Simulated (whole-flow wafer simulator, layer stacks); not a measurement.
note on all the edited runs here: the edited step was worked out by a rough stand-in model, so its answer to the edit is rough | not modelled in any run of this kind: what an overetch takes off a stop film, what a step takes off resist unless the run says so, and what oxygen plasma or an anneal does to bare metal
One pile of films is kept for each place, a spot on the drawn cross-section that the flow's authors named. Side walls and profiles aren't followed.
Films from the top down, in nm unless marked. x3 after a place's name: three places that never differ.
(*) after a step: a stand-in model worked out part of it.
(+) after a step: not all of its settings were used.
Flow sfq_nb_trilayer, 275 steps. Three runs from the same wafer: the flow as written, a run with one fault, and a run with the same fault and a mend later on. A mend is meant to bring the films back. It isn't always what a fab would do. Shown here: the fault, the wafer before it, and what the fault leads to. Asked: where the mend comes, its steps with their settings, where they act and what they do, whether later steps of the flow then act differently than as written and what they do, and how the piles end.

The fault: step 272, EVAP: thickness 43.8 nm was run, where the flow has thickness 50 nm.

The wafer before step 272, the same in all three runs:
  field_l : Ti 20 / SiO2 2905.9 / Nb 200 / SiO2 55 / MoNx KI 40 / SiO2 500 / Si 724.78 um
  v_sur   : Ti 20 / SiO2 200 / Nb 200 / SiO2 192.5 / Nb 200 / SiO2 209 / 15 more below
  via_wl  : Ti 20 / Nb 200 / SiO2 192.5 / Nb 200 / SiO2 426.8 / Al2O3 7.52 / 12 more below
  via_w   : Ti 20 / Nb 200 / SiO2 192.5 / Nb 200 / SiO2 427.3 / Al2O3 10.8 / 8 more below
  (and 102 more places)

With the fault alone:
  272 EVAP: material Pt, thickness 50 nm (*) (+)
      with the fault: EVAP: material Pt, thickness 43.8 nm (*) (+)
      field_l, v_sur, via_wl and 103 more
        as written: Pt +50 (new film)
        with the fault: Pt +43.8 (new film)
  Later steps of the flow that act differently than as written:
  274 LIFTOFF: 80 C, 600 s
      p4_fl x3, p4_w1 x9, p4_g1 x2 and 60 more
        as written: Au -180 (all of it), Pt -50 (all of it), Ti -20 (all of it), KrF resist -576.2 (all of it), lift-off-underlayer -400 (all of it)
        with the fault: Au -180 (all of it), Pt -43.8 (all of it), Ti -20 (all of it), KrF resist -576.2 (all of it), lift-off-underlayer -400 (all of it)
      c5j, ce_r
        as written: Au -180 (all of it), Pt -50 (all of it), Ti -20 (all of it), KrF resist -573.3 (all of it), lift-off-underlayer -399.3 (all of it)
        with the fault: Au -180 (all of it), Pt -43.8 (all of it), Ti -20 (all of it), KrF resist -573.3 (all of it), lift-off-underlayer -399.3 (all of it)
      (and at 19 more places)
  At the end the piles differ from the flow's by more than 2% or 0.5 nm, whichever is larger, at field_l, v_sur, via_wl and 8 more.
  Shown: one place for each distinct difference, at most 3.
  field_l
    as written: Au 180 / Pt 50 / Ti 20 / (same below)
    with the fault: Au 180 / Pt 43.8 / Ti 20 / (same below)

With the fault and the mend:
  The mend comes after step 272.
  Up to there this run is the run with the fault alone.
  272a EVAP: material Pt, thickness 6.2 nm (*) (+) (the flow's step 272 once more, with other settings)
      field_l, v_sur, via_wl and 103 more
        Pt +6.2
  No later step of the flow acts differently than as written at any place that is followed.
  At the end the piles are the same as the flow's at every place that both follow.
